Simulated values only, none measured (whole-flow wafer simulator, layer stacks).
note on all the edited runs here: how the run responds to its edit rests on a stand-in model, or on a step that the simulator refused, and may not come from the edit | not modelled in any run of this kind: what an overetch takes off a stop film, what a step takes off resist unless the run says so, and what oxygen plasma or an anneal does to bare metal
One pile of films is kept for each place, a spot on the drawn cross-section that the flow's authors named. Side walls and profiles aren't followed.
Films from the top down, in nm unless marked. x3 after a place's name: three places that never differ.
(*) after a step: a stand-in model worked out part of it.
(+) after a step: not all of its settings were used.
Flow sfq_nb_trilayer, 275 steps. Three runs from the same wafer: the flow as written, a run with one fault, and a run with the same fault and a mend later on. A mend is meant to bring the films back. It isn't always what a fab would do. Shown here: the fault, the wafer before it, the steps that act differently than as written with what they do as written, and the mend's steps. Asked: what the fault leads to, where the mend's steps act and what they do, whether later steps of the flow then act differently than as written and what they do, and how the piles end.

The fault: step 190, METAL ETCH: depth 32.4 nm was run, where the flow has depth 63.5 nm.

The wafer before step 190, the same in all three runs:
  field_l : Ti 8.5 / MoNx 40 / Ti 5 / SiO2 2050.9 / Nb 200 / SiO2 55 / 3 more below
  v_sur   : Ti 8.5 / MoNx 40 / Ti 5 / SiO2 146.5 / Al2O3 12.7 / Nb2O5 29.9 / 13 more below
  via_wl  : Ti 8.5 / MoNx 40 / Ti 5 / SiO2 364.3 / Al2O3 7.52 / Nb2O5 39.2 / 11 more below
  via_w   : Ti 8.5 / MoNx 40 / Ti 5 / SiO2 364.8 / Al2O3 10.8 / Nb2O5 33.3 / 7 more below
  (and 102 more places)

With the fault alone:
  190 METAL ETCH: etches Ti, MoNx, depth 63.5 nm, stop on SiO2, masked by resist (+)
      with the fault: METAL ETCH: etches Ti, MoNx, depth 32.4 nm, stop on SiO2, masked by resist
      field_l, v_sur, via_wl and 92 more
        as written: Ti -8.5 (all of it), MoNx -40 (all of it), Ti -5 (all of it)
        with the fault: Ti -8.5 (all of it), MoNx -23.9
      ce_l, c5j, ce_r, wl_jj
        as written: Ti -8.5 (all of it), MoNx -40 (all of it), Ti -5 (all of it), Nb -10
        with the fault: Ti -8.5 (all of it), MoNx -23.9
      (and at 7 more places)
  Later steps of the flow that act differently than as written (9 more steps differ only slightly, by at most 2% or 0.5 nm, whichever is larger, and aren't shown):
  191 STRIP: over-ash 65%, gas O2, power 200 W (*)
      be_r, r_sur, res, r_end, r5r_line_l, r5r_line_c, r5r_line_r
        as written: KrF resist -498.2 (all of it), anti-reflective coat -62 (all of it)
        with the fault: KrF resist -510.6 (all of it), anti-reflective coat -62 (all of it)
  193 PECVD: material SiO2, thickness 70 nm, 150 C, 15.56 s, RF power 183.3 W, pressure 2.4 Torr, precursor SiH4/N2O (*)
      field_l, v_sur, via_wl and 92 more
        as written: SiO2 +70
        with the fault: SiO2 +70 (new film)
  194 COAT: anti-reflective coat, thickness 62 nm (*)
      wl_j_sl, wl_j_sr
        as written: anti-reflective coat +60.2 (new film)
        with the fault: anti-reflective coat +62 (new film)
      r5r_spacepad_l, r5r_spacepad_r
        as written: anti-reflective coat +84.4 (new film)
        with the fault: anti-reflective coat +75.3 (new film)
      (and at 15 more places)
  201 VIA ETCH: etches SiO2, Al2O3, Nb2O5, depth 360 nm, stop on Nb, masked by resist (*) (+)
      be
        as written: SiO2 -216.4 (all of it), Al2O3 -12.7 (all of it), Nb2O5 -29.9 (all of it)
        with the fault: SiO2 -69.8 (all of it), MoNx -16.1 (all of it), Ti -5 (all of it), SiO2 -146.5 (all of it), Al2O3 -12.7 (all of it), Nb2O5 -29.9 (all of it)
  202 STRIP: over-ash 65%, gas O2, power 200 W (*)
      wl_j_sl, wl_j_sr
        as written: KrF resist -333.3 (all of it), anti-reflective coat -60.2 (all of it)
        with the fault: KrF resist -333.2 (all of it), anti-reflective coat -62 (all of it)
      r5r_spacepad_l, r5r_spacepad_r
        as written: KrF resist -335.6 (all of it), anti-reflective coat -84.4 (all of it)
        with the fault: KrF resist -334.7 (all of it), anti-reflective coat -75.3 (all of it)
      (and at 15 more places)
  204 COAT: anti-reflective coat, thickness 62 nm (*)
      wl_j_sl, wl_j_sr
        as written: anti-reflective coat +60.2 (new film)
        with the fault: anti-reflective coat +62 (new film)
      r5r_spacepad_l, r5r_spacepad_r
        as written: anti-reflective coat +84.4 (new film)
        with the fault: anti-reflective coat +75.3 (new film)
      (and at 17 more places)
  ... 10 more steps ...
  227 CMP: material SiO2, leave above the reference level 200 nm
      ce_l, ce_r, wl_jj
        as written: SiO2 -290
        with the fault: SiO2 -300
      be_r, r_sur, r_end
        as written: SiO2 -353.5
        with the fault: SiO2 -332.4
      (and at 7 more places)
  At the end the piles differ from the flow's by more than 2% or 0.5 nm, whichever is larger, at field_l, v_sur, via_wl and 103 more.
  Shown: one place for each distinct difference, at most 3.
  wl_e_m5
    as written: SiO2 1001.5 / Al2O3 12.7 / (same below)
    with the fault: SiO2 855 / MoNx 16.1 / Ti 5 / SiO2 146.5 / Al2O3 12.7 / (same below)
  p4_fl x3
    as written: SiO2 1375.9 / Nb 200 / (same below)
    with the fault: SiO2 855 / MoNx 16.1 / Ti 5 / SiO2 520.9 / Nb 200 / (same below)
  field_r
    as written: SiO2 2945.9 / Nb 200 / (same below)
    with the fault: SiO2 855 / MoNx 16.1 / Ti 5 / SiO2 2090.9 / Nb 200 / (same below)

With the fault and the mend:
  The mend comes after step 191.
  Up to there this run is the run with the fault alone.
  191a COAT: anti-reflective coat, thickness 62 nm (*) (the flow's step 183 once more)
      p4_fl x3, p4_w1 x9, p4_g1 x2 and 57 more
        anti-reflective coat +62 (new film)
      via_w, via_wr, via_sp and 7 more
        anti-reflective coat +62.2 (new film)
      be_sur, gap, c5j, ln_m5, lsp_m
        anti-reflective coat +62.3 (new film)
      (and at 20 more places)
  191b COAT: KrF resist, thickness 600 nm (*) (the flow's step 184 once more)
      p4_fl x3, p4_w1 x9, p4_g1 x2 and 57 more
        KrF resist +600 (new film)
      field_l, v_sur, via_wl, via_w, via_wr
        KrF resist +600.4 (new film)
      via_sp, via_v, l0_sur, l0v
        KrF resist +600.5 (new film)
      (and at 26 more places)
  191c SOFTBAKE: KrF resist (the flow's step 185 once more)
      changes no film at any place that is followed
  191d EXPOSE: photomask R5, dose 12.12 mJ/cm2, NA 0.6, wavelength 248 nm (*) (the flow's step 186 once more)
      changes no film at any place that is followed
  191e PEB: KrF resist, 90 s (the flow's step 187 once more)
      field_l, v_sur, via_wl and 80 more
        KrF resist -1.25
      be, be_sur, gap and 11 more
        KrF resist -1.26
      be_r, r_sur, r_end
        KrF resist -1.23
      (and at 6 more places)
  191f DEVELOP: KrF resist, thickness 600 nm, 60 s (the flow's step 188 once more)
      p4_fl x3, p4_w1 x9, p4_g1 x2 and 57 more
        KrF resist -598.7 (all of it)
      be_r, r_sur, res, r_end, r5r_line_l, r5r_line_c, r5r_line_r
        KrF resist -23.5
      via_w, via_wr, via_sp, l0v
        KrF resist -599.2 (all of it)
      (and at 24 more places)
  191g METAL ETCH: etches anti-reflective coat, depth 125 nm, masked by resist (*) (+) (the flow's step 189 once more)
      p4_fl x3, p4_w1 x9, p4_g1 x2 and 57 more
        anti-reflective coat -62 (all of it)
      via_w, via_wr, via_sp and 7 more
        anti-reflective coat -62.2 (all of it)
      be_r, r_sur, res, r_end, r5r_line_l, r5r_line_c, r5r_line_r
        KrF resist -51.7
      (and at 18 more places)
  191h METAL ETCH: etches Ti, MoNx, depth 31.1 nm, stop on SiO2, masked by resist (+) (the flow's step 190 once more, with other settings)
      field_l, v_sur, via_wl and 92 more
        MoNx -16.1 (all of it), Ti -5 (all of it)
      be_r, r_sur, res, r_end, r5r_line_l, r5r_line_c, r5r_line_r
        KrF resist -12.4
      ce_l, c5j, ce_r, wl_jj
        MoNx -16.1 (all of it), Ti -5 (all of it), Nb -10
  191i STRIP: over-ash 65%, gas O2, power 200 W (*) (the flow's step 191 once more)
      r5r_line_l, r5r_line_c, r5r_line_r
        KrF resist -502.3 (all of it), anti-reflective coat -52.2 (all of it)
      be_r
        KrF resist -497.8 (all of it), anti-reflective coat -56.4 (all of it)
      r_sur
        KrF resist -497.6 (all of it), anti-reflective coat -59.1 (all of it)
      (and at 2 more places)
  No later step of the flow acts differently than as written at any place that is followed.
  At the end the piles are the same as the flow's at every place that both follow.
